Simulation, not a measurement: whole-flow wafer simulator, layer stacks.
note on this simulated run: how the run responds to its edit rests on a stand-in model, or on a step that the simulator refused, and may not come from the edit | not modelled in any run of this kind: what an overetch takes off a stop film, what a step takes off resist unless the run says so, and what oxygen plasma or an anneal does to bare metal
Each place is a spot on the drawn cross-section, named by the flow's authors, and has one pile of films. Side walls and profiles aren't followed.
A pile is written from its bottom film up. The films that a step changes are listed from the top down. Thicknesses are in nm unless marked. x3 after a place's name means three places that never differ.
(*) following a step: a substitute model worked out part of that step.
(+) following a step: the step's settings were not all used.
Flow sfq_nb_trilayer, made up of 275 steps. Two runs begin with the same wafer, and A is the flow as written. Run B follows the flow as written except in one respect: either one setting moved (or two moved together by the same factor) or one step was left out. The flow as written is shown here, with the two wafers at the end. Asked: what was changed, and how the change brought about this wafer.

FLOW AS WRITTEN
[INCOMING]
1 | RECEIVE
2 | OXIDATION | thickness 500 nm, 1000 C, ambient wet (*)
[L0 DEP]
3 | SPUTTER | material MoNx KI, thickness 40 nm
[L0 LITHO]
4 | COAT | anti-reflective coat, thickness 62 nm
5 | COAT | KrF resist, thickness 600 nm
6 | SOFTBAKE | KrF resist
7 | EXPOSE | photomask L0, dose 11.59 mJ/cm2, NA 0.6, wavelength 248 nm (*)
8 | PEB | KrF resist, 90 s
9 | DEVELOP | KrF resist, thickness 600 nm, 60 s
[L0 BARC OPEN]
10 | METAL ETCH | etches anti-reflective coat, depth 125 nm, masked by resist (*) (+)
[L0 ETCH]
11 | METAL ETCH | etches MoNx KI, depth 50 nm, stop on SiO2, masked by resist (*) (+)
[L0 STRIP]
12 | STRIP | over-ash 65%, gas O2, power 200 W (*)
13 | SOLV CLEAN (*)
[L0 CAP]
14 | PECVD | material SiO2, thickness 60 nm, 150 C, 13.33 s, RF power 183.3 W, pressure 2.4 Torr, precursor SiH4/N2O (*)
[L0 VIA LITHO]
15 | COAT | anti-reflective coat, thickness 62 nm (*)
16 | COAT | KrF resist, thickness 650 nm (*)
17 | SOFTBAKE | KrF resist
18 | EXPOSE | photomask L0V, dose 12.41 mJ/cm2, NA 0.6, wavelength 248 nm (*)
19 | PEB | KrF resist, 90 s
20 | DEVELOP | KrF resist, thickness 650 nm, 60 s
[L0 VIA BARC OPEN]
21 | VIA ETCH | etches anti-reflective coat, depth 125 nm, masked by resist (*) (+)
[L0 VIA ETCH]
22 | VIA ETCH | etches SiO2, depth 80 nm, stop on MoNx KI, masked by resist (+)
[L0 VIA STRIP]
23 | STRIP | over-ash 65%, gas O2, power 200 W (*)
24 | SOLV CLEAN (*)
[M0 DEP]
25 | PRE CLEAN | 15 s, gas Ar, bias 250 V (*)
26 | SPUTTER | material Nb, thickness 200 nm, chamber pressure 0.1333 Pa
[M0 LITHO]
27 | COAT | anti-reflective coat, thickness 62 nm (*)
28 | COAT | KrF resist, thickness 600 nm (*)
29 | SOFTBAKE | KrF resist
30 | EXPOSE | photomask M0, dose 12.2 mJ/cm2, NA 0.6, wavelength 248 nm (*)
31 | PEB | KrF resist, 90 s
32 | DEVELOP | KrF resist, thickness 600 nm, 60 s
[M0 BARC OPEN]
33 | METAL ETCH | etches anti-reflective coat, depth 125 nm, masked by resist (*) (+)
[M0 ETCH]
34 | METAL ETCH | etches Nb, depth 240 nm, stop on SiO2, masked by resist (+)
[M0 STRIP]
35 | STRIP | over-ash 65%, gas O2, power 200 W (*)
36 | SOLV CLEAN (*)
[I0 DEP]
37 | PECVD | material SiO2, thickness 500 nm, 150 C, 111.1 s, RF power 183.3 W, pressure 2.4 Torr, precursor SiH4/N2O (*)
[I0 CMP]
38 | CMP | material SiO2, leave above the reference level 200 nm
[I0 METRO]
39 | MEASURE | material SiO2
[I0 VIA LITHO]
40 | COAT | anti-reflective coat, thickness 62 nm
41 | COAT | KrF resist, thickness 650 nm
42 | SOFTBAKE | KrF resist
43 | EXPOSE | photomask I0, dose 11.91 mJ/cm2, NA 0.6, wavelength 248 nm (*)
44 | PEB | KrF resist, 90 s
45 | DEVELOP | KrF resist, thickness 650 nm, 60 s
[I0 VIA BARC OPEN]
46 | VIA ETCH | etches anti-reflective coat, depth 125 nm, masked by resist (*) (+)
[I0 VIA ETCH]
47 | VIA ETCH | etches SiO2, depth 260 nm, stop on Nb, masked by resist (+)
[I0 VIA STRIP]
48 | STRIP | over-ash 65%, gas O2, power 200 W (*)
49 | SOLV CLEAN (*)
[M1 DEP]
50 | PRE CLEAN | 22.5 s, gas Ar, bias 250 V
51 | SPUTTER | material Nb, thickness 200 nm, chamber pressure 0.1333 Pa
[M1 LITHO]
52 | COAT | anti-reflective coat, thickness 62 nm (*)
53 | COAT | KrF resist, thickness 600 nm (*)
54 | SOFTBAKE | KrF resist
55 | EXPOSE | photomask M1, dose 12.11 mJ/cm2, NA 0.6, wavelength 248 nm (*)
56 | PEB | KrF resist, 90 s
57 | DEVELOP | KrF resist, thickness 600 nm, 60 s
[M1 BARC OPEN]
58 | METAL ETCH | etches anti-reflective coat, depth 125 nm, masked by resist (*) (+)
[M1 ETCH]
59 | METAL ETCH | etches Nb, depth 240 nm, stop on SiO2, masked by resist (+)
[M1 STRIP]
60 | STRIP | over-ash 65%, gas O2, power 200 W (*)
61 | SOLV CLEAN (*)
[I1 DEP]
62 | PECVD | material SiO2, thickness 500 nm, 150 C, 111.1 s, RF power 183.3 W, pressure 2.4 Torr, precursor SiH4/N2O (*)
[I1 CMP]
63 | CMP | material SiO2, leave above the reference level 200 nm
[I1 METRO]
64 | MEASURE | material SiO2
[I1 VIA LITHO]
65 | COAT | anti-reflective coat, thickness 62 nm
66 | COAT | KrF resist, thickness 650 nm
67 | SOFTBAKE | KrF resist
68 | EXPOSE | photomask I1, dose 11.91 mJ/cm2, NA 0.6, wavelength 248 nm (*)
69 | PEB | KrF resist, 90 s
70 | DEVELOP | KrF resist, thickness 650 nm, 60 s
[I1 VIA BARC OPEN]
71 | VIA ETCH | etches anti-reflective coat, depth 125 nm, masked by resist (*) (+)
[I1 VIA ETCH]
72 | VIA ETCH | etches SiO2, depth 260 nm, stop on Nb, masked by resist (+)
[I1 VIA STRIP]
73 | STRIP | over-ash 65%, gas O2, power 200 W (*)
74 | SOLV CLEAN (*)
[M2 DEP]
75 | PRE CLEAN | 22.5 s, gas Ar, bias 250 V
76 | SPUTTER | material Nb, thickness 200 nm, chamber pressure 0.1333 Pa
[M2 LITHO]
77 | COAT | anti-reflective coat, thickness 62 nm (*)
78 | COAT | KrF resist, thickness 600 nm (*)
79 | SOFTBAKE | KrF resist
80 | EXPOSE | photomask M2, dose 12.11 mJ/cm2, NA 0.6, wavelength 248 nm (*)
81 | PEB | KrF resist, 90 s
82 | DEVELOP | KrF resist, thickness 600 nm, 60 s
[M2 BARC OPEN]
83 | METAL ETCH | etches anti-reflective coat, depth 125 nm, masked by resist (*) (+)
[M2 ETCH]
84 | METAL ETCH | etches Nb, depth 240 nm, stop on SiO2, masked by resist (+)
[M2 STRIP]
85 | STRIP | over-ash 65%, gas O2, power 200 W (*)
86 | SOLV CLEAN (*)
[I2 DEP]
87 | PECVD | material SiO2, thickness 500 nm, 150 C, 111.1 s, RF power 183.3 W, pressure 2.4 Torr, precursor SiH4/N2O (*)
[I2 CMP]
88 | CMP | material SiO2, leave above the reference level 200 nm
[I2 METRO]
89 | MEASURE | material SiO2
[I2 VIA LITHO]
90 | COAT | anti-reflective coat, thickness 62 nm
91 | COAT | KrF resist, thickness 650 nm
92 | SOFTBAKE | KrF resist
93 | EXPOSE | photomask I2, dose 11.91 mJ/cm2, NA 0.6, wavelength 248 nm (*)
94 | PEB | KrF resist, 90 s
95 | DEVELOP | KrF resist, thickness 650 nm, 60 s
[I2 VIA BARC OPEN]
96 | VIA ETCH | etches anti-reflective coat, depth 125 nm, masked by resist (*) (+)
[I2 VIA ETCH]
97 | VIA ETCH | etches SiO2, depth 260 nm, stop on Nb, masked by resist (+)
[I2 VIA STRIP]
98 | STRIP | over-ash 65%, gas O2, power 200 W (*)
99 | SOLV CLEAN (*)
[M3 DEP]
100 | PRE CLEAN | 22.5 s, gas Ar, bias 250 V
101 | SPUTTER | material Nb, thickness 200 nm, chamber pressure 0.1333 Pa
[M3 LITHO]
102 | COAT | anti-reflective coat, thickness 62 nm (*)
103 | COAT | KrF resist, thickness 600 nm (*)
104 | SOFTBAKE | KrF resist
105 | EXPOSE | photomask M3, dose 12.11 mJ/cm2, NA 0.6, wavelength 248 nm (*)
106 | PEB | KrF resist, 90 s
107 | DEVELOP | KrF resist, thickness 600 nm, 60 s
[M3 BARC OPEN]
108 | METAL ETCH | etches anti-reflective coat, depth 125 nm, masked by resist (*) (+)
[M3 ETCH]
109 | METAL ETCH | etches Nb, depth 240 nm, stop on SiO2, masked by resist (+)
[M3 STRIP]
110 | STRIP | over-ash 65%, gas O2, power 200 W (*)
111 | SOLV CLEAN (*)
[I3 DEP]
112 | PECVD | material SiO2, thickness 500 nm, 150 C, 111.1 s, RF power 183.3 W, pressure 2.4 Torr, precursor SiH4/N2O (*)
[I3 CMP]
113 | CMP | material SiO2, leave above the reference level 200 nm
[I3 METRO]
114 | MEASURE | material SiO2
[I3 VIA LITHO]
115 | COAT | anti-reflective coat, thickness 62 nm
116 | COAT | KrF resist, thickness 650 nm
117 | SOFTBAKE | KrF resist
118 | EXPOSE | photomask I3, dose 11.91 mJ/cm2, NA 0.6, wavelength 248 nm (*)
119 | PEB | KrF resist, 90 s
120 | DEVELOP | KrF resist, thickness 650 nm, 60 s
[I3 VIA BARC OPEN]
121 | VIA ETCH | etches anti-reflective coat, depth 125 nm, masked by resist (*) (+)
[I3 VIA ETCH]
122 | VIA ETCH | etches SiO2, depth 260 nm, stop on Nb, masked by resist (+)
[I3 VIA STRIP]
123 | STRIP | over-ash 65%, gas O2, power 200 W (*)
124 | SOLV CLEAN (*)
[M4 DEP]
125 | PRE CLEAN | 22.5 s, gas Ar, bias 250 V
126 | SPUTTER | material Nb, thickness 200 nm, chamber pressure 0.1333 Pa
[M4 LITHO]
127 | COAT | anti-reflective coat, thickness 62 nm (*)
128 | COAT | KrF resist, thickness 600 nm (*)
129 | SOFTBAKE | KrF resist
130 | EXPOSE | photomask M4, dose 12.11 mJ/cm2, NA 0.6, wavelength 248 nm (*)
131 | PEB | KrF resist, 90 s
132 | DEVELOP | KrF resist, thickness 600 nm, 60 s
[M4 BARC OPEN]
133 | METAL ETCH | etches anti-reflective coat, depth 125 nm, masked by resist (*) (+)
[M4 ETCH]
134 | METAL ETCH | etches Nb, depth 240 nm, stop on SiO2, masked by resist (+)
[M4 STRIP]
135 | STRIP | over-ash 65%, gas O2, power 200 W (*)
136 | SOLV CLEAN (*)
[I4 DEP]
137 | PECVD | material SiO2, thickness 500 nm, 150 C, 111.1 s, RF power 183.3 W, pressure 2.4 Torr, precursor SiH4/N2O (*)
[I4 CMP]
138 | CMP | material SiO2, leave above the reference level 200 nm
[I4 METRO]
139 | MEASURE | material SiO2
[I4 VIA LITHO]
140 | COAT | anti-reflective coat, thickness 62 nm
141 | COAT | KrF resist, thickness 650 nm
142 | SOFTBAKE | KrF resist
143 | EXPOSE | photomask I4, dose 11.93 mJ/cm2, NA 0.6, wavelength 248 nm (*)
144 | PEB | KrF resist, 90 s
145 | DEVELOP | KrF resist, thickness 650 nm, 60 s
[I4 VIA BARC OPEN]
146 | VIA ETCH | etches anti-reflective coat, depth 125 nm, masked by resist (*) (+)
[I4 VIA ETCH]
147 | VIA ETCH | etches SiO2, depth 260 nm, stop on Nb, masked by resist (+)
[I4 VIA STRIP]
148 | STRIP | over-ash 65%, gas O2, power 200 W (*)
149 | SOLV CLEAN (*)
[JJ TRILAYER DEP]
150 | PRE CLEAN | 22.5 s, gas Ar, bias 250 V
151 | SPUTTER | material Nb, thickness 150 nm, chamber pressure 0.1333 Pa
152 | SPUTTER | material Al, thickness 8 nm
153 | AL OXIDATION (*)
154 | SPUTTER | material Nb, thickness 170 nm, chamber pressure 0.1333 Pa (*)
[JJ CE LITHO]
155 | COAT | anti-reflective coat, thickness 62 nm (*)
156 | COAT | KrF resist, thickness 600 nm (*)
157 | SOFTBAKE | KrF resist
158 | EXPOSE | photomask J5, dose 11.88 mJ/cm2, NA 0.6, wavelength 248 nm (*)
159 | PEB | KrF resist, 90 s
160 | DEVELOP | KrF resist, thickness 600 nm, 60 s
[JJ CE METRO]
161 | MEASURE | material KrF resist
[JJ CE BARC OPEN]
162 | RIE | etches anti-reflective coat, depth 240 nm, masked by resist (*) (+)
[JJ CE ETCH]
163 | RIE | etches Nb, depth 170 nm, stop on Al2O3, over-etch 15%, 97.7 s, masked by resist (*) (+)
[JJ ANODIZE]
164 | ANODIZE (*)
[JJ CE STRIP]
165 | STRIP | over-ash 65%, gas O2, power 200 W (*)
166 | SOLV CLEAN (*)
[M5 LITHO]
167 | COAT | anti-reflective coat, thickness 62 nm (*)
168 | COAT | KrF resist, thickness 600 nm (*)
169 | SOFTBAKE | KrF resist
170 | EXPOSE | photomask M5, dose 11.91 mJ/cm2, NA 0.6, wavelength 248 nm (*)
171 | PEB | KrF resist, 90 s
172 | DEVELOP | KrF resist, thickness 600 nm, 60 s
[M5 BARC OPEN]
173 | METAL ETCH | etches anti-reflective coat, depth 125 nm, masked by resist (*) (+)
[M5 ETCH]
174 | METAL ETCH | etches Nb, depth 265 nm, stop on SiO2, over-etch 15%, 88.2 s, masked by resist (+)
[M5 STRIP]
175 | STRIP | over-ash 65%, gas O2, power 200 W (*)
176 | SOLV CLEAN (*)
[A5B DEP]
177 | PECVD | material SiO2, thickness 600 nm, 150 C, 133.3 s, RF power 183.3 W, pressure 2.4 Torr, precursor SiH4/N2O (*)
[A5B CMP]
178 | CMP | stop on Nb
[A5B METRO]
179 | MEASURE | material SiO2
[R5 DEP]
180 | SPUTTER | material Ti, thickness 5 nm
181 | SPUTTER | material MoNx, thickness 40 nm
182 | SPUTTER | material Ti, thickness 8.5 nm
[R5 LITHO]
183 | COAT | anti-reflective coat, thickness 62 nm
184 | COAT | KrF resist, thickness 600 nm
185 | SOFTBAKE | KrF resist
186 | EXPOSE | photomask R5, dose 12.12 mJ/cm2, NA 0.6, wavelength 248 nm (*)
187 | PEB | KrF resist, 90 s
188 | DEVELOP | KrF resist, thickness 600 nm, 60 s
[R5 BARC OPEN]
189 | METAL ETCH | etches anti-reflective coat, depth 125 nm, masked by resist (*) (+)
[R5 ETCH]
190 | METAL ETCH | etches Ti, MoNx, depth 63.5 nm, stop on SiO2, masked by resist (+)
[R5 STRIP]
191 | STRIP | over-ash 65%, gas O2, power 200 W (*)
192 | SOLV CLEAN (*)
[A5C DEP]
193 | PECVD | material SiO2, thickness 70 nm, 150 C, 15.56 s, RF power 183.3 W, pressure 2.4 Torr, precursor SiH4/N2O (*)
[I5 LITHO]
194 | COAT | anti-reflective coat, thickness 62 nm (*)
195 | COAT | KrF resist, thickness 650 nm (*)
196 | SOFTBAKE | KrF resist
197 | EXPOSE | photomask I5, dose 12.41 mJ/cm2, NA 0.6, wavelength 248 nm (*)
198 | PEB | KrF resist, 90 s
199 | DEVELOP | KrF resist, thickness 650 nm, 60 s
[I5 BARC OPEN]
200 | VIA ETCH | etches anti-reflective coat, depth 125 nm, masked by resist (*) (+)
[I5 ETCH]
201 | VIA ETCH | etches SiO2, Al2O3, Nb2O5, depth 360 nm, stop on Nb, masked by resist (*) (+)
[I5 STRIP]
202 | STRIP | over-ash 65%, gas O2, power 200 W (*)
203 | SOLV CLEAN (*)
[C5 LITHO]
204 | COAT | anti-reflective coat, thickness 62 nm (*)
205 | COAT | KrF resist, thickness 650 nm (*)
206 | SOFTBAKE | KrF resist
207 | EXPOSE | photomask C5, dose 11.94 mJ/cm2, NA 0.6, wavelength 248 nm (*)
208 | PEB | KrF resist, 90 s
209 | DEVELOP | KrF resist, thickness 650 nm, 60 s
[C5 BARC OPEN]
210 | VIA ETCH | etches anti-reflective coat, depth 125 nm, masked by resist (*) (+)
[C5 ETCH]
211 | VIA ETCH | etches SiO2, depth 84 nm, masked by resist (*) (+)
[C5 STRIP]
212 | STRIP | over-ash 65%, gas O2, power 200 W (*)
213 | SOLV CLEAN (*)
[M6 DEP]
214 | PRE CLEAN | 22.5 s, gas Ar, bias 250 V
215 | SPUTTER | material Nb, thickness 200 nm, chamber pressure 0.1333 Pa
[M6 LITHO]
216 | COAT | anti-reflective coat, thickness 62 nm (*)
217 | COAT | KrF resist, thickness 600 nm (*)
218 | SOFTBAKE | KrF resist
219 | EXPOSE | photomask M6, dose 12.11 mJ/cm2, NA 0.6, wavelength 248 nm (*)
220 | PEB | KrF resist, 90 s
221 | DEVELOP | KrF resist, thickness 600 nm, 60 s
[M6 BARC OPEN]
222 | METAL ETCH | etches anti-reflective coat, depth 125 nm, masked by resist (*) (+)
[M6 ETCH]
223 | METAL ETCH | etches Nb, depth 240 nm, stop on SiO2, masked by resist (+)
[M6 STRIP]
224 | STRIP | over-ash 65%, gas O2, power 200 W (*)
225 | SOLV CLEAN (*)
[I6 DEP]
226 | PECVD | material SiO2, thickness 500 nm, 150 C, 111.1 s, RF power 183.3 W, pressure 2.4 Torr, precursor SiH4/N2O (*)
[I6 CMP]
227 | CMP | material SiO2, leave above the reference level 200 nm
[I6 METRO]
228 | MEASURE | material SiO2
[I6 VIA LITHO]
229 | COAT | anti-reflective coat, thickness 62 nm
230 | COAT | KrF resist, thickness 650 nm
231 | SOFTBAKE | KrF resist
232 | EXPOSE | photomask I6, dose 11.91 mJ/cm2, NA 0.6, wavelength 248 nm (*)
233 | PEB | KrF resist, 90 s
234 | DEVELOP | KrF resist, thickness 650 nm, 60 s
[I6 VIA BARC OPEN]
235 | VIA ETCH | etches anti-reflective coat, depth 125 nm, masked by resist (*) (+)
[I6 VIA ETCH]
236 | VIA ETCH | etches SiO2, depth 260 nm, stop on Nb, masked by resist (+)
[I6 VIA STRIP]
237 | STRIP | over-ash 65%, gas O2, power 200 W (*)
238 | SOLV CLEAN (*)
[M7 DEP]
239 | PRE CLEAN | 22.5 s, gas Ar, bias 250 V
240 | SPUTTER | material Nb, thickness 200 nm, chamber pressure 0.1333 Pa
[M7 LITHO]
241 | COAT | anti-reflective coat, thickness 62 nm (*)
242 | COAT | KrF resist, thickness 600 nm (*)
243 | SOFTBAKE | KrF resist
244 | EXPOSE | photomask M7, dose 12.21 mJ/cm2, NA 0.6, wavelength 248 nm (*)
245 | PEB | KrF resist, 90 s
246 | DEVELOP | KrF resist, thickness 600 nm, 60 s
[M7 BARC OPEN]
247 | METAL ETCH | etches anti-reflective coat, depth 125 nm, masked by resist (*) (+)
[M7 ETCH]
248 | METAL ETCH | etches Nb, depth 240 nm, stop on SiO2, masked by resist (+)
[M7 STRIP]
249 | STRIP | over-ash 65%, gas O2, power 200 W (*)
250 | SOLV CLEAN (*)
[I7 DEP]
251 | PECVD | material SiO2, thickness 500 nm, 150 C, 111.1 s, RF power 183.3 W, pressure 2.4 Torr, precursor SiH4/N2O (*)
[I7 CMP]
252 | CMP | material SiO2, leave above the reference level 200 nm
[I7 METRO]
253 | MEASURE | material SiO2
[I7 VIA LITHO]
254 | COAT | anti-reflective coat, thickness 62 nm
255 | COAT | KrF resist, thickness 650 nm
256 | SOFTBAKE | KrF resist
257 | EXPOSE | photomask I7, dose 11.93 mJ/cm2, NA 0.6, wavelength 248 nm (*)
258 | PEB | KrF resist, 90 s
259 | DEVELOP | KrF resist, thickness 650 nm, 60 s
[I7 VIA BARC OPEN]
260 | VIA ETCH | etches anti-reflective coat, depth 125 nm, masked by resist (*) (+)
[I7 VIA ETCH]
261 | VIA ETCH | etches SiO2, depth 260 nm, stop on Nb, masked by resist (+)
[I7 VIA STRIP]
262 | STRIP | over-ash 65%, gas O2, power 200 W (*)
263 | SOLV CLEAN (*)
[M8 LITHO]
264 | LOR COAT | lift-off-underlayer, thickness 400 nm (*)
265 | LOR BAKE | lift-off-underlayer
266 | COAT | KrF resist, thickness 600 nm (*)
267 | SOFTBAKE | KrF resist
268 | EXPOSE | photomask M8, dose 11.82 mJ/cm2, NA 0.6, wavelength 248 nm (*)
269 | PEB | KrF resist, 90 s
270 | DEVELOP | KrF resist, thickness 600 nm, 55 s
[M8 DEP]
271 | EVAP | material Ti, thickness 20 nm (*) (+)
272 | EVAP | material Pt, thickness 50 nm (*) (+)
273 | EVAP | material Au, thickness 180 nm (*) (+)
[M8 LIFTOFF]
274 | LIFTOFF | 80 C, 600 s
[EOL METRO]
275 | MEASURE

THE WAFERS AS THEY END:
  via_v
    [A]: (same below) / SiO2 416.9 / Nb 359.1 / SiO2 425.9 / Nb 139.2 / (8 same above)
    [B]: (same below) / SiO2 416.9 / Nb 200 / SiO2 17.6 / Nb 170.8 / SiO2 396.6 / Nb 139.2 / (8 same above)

Cause: step 122, VIA ETCH: depth 174.7 nm was run, though the flow has depth 260 nm.

How this came from the change, step by step:
  122 | VIA ETCH | etches SiO2, depth 260 nm, stop on Nb, masked by resist (+)
      via_v: A SiO2 loses 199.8 (all of it) | B SiO2 loses 174.7
      field_l, v_sur, via_wl and 102 more: A KrF resist loses 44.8 | B KrF resist loses 30.1
  123 | STRIP | over-ash 65%, gas O2, power 200 W (*)
      field_l, v_sur, via_wl and 102 more: A KrF resist loses 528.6 (all of it), anti-reflective coat loses 62 (all of it) | B KrF resist loses 543.3 (all of it), anti-reflective coat loses 62 (all of it)
  125 | PRE CLEAN | 22.5 s, gas Ar, bias 250 V
      via_v: A Nb loses 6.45 | B SiO2 loses 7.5
  126 | SPUTTER | material Nb, thickness 200 nm, chamber pressure 0.1333 Pa
      via_v: A Nb gains 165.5 | B Nb gains 170.8 (new film)
  127 | COAT | anti-reflective coat, thickness 62 nm (*)
      via_v: A anti-reflective coat gains 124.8 (new film) | B anti-reflective coat gains 113.4 (new film)
      wire: A anti-reflective coat gains 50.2 (new film) | B anti-reflective coat gains 49 (new film)
  128 | COAT | KrF resist, thickness 600 nm (*)
      via_v: A KrF resist gains 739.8 (new film) | B KrF resist gains 724.2 (new film)
  135 | STRIP | over-ash 65%, gas O2, power 200 W (*)
      via_v: A KrF resist loses 521.8 (all of it), anti-reflective coat loses 124.8 (all of it) | B KrF resist loses 506.3 (all of it), anti-reflective coat loses 113.4 (all of it)
      wire: A KrF resist loses 374.5 (all of it), anti-reflective coat loses 50.2 (all of it) | B KrF resist loses 376.9 (all of it), anti-reflective coat loses 49 (all of it)
  137 | PECVD | material SiO2, thickness 500 nm, 150 C, 111.1 s, RF power 183.3 W, pressure 2.4 Torr, precursor SiH4/N2O (*)
      via_v: A SiO2 gains 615 (new film) | B SiO2 gains 561.1 (new film)
  138 | CMP | material SiO2, leave above the reference level 200 nm
      via_v: A SiO2 loses 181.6 | B SiO2 loses 157.1
If metal films that touch count as one body, via_v has 7 bodies (between them, from the top down: SiO2 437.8; SiO2 209 / Al2O3 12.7 / Nb2O5 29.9; SiO2 396.6; SiO2 17.6; SiO2 416.9; SiO2 192.5); the flow as written gives 6 bodies (between them, from the top down: SiO2 437.8; SiO2 209 / Al2O3 12.7 / Nb2O5 29.9; SiO2 425.9; SiO2 416.9; SiO2 192.5).
